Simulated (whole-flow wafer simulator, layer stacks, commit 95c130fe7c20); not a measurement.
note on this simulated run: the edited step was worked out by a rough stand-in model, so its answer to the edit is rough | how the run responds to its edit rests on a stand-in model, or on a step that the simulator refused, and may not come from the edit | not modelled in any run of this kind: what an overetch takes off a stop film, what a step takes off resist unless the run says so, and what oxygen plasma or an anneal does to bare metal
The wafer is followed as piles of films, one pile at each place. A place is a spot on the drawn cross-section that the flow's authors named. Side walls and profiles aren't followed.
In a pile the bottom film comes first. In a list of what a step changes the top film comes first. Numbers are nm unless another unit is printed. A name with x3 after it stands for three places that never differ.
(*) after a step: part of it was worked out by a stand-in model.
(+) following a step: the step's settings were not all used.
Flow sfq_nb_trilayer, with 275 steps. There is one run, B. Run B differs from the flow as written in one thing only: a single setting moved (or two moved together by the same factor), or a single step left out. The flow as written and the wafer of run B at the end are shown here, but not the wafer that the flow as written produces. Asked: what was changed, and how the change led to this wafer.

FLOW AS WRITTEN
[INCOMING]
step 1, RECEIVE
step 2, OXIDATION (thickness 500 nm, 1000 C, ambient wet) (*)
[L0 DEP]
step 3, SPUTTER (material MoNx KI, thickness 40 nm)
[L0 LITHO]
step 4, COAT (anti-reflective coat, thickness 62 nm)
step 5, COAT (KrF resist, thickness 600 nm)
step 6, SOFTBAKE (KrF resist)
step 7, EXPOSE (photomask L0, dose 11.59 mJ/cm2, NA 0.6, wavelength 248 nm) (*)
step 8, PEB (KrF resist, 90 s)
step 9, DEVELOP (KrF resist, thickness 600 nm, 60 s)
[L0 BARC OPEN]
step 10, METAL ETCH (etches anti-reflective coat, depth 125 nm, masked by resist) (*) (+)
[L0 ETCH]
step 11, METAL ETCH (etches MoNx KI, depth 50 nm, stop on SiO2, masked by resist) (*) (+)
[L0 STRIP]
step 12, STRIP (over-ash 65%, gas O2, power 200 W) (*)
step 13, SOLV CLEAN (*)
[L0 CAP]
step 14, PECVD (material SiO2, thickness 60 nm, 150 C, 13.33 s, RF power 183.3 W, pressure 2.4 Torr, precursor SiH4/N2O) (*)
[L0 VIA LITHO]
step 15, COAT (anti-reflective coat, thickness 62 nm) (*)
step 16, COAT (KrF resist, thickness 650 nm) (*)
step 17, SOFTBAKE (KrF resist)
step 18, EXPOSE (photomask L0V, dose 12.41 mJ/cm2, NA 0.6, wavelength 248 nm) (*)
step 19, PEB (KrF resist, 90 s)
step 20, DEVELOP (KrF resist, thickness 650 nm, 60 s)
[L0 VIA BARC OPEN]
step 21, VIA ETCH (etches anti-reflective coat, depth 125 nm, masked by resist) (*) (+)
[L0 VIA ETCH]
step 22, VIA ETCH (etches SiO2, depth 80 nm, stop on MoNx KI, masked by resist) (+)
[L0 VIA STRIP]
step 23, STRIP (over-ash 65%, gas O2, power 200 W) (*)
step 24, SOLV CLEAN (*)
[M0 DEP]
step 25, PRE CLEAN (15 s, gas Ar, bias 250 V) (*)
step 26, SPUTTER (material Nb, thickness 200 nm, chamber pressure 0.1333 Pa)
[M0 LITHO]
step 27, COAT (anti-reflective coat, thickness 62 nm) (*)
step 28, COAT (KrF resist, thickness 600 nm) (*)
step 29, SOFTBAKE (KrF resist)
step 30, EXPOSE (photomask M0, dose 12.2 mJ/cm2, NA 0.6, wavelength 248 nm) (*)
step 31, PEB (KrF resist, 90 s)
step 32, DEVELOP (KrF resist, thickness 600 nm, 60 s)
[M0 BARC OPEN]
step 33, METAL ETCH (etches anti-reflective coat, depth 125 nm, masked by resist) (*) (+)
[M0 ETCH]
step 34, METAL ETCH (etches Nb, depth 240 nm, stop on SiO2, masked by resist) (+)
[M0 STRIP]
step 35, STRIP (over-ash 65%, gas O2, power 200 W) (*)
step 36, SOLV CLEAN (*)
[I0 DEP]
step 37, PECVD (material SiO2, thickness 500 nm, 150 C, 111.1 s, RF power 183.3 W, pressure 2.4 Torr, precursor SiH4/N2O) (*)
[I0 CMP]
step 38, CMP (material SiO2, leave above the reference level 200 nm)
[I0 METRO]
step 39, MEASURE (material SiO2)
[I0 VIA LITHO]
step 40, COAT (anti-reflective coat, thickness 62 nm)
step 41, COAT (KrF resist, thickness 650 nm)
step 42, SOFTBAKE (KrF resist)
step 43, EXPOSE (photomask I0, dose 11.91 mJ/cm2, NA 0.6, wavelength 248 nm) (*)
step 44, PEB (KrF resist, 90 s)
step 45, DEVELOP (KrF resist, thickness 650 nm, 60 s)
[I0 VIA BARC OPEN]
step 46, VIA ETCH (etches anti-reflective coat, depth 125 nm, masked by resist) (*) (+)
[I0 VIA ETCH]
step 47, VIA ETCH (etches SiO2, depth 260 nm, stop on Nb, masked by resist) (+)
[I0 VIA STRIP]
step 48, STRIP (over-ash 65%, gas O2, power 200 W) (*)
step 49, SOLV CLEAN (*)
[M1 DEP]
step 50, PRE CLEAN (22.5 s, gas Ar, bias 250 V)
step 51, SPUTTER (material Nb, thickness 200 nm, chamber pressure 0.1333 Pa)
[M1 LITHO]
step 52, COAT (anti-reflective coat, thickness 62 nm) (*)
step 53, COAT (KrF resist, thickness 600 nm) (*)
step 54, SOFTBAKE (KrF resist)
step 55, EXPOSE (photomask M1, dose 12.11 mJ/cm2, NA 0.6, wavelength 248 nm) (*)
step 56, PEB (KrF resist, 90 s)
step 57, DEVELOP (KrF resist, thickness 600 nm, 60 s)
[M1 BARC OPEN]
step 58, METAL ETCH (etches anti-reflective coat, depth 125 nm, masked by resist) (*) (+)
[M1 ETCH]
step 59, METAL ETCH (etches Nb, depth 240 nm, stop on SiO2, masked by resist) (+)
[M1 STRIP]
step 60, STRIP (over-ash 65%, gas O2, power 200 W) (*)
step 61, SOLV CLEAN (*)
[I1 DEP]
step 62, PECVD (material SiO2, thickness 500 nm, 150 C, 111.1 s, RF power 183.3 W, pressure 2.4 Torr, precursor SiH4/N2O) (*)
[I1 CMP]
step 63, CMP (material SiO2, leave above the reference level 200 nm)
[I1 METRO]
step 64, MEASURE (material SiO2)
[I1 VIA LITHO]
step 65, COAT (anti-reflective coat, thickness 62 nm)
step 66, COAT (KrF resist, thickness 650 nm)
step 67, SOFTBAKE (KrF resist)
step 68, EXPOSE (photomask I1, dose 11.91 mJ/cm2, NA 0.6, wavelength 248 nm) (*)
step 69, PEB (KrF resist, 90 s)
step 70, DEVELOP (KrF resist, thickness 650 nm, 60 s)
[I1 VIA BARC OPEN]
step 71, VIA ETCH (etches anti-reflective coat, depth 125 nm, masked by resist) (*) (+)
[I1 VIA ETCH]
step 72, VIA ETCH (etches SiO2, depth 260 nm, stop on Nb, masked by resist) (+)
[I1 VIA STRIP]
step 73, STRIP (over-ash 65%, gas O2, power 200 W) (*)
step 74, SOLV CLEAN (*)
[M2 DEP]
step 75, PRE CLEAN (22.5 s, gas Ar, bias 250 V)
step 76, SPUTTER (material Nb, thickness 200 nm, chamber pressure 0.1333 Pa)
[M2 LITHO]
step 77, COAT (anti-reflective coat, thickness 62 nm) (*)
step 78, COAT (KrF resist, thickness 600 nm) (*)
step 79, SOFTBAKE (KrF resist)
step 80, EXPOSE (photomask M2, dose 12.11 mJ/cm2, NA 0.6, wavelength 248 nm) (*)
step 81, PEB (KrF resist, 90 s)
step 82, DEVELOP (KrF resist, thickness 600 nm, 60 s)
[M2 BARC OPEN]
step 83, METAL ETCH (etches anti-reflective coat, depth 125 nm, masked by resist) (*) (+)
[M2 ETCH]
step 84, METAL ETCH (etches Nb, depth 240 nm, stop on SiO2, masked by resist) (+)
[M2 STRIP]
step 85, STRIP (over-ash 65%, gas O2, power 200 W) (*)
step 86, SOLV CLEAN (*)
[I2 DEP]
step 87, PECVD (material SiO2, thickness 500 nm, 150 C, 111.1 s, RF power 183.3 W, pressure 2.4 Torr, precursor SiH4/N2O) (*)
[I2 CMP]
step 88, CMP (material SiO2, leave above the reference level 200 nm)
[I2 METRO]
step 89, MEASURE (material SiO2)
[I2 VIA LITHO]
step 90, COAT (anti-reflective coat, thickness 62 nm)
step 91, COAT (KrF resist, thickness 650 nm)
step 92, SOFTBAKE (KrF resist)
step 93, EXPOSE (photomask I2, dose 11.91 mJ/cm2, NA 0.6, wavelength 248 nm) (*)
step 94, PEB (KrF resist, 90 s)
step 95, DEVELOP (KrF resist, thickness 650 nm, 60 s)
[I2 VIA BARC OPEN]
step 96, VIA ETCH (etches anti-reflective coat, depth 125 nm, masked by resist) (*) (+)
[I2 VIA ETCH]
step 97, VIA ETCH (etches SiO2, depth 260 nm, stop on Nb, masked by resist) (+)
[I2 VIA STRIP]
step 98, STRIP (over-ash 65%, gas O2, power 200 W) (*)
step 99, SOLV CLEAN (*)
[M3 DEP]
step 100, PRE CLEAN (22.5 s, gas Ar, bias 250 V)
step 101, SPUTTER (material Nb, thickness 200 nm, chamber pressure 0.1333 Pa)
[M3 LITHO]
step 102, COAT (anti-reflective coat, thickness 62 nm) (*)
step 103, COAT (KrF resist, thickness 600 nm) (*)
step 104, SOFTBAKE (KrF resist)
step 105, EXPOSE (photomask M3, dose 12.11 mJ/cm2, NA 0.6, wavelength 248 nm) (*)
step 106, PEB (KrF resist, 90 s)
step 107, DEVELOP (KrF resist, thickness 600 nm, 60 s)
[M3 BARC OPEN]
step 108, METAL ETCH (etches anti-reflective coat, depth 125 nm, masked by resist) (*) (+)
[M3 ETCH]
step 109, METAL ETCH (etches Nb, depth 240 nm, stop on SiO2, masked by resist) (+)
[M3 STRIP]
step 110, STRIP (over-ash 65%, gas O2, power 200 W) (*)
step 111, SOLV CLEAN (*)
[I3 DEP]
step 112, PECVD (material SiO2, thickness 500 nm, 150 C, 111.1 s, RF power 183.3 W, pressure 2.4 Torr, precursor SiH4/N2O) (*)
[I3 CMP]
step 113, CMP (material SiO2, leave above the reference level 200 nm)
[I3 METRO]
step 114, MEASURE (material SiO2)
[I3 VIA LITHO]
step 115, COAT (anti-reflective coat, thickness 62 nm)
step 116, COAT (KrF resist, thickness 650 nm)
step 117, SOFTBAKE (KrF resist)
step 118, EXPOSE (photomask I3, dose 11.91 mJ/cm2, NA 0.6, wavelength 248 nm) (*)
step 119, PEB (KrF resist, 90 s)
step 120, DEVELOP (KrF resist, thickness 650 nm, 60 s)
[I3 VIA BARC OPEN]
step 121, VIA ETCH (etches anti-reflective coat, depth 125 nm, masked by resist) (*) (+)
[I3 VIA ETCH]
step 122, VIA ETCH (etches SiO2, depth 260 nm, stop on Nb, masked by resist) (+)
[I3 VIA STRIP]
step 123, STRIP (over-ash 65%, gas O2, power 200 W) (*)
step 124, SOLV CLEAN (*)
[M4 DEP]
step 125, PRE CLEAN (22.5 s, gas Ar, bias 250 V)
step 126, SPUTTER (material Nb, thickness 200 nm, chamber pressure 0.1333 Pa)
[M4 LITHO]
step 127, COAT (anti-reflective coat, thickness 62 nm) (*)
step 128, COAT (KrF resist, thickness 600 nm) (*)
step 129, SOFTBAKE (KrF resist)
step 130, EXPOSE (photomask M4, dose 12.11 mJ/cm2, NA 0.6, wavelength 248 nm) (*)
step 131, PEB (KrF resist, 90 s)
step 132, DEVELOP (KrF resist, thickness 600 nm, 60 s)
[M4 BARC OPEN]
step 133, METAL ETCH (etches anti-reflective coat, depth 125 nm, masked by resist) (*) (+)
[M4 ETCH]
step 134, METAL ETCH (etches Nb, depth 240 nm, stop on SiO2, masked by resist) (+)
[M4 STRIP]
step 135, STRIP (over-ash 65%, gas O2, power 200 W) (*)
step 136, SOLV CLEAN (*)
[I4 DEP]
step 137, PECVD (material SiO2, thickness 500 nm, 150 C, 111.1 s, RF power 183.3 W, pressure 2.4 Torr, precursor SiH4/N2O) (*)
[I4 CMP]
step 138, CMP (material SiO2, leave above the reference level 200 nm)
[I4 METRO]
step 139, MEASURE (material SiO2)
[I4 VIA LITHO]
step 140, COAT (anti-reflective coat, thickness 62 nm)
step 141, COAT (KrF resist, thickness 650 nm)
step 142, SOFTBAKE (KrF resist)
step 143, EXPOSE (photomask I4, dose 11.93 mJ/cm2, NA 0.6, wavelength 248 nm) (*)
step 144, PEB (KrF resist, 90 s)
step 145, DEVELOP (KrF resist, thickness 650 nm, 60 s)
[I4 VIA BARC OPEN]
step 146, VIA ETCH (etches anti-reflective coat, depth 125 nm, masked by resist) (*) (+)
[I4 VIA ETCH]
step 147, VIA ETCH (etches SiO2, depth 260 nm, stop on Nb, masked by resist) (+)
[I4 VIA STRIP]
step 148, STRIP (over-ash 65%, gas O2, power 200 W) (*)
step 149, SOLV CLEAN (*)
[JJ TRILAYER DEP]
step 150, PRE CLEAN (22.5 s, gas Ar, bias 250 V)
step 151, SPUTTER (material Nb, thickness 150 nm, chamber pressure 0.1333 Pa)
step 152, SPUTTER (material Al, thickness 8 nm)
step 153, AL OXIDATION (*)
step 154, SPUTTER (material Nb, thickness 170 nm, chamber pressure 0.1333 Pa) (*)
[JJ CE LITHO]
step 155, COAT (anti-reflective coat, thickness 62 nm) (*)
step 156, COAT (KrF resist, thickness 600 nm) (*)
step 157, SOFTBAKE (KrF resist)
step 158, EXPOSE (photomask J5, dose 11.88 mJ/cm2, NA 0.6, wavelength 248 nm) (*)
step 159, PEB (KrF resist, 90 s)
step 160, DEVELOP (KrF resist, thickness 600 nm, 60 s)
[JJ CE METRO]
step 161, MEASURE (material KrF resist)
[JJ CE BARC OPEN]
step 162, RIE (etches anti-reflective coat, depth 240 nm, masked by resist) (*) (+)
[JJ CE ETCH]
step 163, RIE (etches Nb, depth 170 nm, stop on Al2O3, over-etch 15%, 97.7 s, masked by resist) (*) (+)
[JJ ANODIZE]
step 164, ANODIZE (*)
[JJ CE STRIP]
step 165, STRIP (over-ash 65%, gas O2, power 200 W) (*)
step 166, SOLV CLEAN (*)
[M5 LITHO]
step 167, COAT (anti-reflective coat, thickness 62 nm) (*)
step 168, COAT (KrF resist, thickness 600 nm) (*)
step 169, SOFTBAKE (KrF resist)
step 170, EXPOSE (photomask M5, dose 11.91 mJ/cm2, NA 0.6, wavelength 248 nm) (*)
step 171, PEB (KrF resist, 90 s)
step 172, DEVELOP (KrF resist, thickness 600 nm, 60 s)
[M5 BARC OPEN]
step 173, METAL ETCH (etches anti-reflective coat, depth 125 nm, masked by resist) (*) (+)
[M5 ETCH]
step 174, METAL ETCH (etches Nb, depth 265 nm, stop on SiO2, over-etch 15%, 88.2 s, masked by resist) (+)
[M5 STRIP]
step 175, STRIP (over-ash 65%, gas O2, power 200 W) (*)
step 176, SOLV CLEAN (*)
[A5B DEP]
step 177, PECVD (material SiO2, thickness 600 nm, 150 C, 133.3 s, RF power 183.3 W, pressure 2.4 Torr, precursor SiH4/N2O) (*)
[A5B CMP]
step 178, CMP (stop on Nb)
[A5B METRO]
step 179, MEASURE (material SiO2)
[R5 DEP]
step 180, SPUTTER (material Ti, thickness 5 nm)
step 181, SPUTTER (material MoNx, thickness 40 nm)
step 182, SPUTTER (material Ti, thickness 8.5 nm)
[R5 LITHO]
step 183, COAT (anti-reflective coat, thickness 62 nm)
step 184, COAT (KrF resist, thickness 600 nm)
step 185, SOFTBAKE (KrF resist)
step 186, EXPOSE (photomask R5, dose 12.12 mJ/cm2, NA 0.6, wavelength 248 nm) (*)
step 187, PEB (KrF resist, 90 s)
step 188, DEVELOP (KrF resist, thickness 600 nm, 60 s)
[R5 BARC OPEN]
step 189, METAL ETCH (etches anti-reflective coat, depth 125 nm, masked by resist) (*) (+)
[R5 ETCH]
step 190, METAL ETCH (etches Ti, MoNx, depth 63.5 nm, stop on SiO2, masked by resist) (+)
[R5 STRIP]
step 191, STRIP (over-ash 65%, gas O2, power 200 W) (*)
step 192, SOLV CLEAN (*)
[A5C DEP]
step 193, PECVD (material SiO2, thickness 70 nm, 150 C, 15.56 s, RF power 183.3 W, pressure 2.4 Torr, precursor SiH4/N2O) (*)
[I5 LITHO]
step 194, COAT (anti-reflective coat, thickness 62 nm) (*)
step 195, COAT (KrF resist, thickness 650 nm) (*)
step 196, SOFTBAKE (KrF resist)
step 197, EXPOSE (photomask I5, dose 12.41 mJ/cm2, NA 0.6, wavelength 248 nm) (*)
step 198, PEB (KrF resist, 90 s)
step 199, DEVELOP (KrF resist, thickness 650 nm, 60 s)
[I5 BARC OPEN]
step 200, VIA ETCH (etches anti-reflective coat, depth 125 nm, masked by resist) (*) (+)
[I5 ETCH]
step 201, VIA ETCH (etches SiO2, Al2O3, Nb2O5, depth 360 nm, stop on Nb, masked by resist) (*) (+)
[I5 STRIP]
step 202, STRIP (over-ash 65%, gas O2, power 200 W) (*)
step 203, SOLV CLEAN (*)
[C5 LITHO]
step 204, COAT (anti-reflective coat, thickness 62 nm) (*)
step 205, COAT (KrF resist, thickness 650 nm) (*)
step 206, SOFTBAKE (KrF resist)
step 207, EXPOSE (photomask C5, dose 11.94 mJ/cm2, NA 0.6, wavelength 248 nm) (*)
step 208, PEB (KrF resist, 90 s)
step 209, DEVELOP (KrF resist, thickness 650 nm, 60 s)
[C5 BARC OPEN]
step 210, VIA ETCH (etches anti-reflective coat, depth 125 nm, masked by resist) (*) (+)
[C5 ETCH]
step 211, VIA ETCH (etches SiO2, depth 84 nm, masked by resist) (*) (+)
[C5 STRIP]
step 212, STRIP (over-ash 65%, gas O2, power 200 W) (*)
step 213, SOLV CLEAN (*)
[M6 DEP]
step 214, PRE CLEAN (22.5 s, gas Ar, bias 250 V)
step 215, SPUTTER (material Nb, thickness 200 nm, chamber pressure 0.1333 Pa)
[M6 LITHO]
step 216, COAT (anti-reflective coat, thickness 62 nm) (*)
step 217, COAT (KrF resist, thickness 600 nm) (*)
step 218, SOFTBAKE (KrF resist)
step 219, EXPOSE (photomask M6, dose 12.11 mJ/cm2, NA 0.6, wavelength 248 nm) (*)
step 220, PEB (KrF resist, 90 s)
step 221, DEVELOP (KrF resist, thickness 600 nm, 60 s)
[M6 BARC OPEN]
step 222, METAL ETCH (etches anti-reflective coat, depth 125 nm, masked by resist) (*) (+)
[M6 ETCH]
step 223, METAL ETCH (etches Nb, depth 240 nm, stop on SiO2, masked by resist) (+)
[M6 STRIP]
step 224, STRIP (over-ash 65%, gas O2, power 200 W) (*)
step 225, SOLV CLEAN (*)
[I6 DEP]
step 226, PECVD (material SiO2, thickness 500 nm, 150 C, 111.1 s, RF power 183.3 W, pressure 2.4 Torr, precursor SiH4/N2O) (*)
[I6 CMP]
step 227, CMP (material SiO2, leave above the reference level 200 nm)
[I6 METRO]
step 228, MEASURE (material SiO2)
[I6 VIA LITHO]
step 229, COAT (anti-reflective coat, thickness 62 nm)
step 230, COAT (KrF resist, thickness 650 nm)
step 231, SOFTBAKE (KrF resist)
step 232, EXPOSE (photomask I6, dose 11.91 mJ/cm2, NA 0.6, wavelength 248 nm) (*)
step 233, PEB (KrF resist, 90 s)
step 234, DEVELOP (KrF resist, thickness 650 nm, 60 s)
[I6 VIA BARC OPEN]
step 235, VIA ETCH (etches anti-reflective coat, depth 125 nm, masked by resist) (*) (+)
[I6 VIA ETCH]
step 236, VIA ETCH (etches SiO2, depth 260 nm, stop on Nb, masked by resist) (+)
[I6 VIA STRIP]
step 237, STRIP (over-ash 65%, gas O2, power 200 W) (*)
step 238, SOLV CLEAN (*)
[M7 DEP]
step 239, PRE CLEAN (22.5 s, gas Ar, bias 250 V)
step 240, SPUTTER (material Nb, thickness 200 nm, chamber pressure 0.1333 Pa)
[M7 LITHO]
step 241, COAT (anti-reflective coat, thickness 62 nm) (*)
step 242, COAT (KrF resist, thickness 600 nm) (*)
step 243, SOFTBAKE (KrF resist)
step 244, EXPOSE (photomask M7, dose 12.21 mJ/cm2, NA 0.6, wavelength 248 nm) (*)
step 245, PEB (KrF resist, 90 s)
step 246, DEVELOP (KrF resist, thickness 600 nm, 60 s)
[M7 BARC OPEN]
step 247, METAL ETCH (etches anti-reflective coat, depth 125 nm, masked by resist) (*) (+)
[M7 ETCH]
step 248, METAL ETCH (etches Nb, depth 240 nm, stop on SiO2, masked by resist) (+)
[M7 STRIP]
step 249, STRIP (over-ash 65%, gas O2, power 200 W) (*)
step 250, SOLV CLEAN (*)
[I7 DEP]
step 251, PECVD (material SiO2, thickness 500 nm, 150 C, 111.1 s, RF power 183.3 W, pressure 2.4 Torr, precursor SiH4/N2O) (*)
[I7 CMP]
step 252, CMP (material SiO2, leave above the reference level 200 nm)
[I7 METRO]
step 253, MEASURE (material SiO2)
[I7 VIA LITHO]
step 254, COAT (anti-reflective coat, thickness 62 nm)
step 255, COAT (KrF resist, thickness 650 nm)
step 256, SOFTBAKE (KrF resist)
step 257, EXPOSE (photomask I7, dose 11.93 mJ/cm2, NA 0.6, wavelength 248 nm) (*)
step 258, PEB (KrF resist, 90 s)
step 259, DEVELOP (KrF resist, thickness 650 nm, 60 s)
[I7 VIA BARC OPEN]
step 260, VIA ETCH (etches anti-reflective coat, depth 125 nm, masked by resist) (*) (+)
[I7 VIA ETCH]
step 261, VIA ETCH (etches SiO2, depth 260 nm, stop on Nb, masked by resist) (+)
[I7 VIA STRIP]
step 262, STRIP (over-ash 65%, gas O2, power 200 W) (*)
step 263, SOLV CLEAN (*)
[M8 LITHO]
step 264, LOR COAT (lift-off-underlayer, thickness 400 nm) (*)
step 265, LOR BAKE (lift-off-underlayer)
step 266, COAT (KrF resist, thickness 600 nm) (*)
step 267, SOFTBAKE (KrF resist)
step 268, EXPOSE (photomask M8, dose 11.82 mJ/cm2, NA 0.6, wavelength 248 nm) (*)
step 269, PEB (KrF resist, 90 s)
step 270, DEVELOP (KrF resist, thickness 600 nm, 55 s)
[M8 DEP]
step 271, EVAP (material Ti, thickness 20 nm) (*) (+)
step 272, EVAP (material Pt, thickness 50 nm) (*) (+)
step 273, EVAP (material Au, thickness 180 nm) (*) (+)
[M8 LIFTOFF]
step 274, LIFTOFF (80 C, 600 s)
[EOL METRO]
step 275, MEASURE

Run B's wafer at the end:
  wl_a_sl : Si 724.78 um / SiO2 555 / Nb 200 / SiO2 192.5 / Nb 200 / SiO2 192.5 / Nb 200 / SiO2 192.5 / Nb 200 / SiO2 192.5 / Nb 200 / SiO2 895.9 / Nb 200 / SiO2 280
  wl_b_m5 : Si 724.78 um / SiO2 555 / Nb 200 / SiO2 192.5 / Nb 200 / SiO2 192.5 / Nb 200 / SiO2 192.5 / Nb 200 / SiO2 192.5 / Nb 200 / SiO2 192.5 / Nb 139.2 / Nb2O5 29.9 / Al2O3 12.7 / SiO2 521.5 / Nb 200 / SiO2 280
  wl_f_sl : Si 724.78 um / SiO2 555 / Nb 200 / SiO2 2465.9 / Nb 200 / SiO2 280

The reason: step 226, PECVD: thickness 320 nm was run, whereas the flow has thickness 500 nm; step 226, PECVD: 71.11 s was run, where the flow has 111.1 s.

How this came from the change, step by step:
  step 226, PECVD (material SiO2, thickness 500 nm, 150 C, 111.1 s, RF power 183.3 W, pressure 2.4 Torr, precursor SiH4/N2O) (*)
      field_l, p4_fl, p4_fm and 62 more: SiO2 gains 320 (in the flow as written it would be: SiO2 gains 500)
      v_sur, via_wl, via_w and 21 more: SiO2 gains 320 (new film) (in the flow as written it would be: SiO2 gains 500 (new film))
      (also at 17 further places)
  step 227, CMP (material SiO2, leave above the reference level 200 nm)
      field_l, p4_fl, p4_fm and 59 more: nothing (in the flow as written it would be: SiO2 loses 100)
      moat, field_r, lsp_l, ln_m5, lsp_m: nothing (in the flow as written it would be: SiO2 loses 93.6)
      (also at 39 further places)
  step 229, COAT (anti-reflective coat, thickness 62 nm)
      field_r, m0r_line_l, m0r_line_r, m7r_line_l, m7r_line_r: anti-reflective coat gains 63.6 (new film) (in the flow as written it would be: anti-reflective coat gains 62 (new film))
      wl_b_sl, wl_g_sl, m5r_line_l, m5r_line_r: anti-reflective coat gains 64.3 (new film) (in the flow as written it would be: anti-reflective coat gains 62 (new film))
      (also at 80 further places)
  step 230, COAT (KrF resist, thickness 650 nm)
      m0r_line_l, m0r_line_r, m7r_line_l, m7r_line_r: KrF resist gains 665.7 (new film) (in the flow as written it would be: KrF resist gains 650 (new film))
      via_w, c5j, wl_j_sr: KrF resist gains 625.4 (new film) (in the flow as written it would be: KrF resist gains 650 (new film))
      (also at 39 further places)
  step 234, DEVELOP (KrF resist, thickness 650 nm, 60 s)
      via_v: KrF resist loses 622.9 (all of it) (in the flow as written it would be: KrF resist loses 648.6 (all of it))
  step 235, VIA ETCH (etches anti-reflective coat, depth 125 nm, masked by resist) (*) (+)
      field_l, v_sur, via_wl and 102 more: KrF resist loses 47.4 (in the flow as written it would be: KrF resist loses 51.7)
      via_v: anti-reflective coat loses 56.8 (all of it), SiO2 loses 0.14 (in the flow as written it would be: anti-reflective coat loses 62 (all of it), SiO2 loses 0.16)
  step 237, STRIP (over-ash 65%, gas O2, power 200 W) (*)
      m0r_line_l, m0r_line_r, m7r_line_l, m7r_line_r: KrF resist loses 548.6 (all of it), anti-reflective coat loses 63.6 (all of it) (in the flow as written it would be: KrF resist loses 528.6 (all of it), anti-reflective coat loses 62 (all of it))
      wl_b_sl, wl_g_sl: KrF resist loses 544 (all of it), anti-reflective coat loses 64.3 (all of it) (in the flow as written it would be: KrF resist loses 528.6 (all of it), anti-reflective coat loses 62 (all of it))
      (also at 84 further places)
  step 240, SPUTTER (material Nb, thickness 200 nm, chamber pressure 0.1333 Pa)
      moat, lsp_m: Nb gains 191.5 (new film) (in the flow as written it would be: Nb gains 200 (new film))
      be: Nb gains 144.3 (new film) (in the flow as written it would be: Nb gains 200 (new film))
      (also at 1 further place)
  step 241, COAT (anti-reflective coat, thickness 62 nm) (*)
      wl_d_sl, m0r_line_l, m0r_line_r, m7r_line_l, m7r_line_r: anti-reflective coat gains 63.6 (new film) (in the flow as written it would be: anti-reflective coat gains 62 (new film))
      wl_d_sr, wl_e_sl, wl_e_m5, m8r_gap_c: anti-reflective coat gains 63.8 (new film) (in the flow as written it would be: anti-reflective coat gains 62 (new film))
      (also at 76 further places)
  step 242, COAT (KrF resist, thickness 600 nm) (*)
      m0r_line_l, m0r_line_r, m7r_line_l, m7r_line_r: KrF resist gains 613.9 (new film) (in the flow as written it would be: KrF resist gains 600 (new film))
      m5r_linepad_l, m5r_linepad_r: KrF resist gains 582.8 (new film) (in the flow as written it would be: KrF resist gains 600 (new film))
      (also at 40 further places)
  step 246, DEVELOP (KrF resist, thickness 600 nm, 60 s)
      m0r_line_l, m0r_line_r: KrF resist loses 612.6 (all of it) (in the flow as written it would be: KrF resist loses 598.7 (all of it))
      m5r_linepad_l, m5r_linepad_r: KrF resist loses 581.6 (all of it) (in the flow as written it would be: KrF resist loses 598.7 (all of it))
      (also at 11 further places)
  step 247, METAL ETCH (etches anti-reflective coat, depth 125 nm, masked by resist) (*) (+)
      v_sur, via_wl, via_w and 38 more: KrF resist loses 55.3 (in the flow as written it would be: KrF resist loses 51.7)
      wl_d_sr, wl_e_sl, wl_e_m5, m8r_gap_c: anti-reflective coat loses 63.8 (all of it) (in the flow as written it would be: anti-reflective coat loses 62 (all of it))
      (also at 41 further places)
  step 249, STRIP (over-ash 65%, gas O2, power 200 W) (*)
      m7r_line_l, m7r_line_r: KrF resist loses 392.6 (all of it), anti-reflective coat loses 63.6 (all of it) (in the flow as written it would be: KrF resist loses 382.4 (all of it), anti-reflective coat loses 62 (all of it))
      v_sur: KrF resist loses 348.8 (all of it), anti-reflective coat loses 47.7 (all of it) (in the flow as written it would be: KrF resist loses 379.9 (all of it), anti-reflective coat loses 61.4 (all of it))
      (also at 38 further places)
  step 251, PECVD (material SiO2, thickness 500 nm, 150 C, 111.1 s, RF power 183.3 W, pressure 2.4 Torr, precursor SiH4/N2O) (*)
      be: SiO2 gains 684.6 (new film) (in the flow as written it would be: SiO2 gains 500 (new film))
  step 252, CMP (material SiO2, leave above the reference level 200 nm)
      field_r, lsp_l: nothing (in the flow as written it would be: SiO2 loses 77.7)
      field_l, p4_fl, p4_fm and 48 more: SiO2 loses 20 (in the flow as written it would be: SiO2 loses 100)
      (also at 27 further places)
  step 254, COAT (anti-reflective coat, thickness 62 nm)
      field_r: anti-reflective coat gains 63.8 (new film) (in the flow as written it would be: anti-reflective coat gains 62 (new film))
  step 262, STRIP (over-ash 65%, gas O2, power 200 W) (*)
      field_r: KrF resist loses 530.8 (all of it), anti-reflective coat loses 63.8 (all of it) (in the flow as written it would be: KrF resist loses 528.6 (all of it), anti-reflective coat loses 62 (all of it))
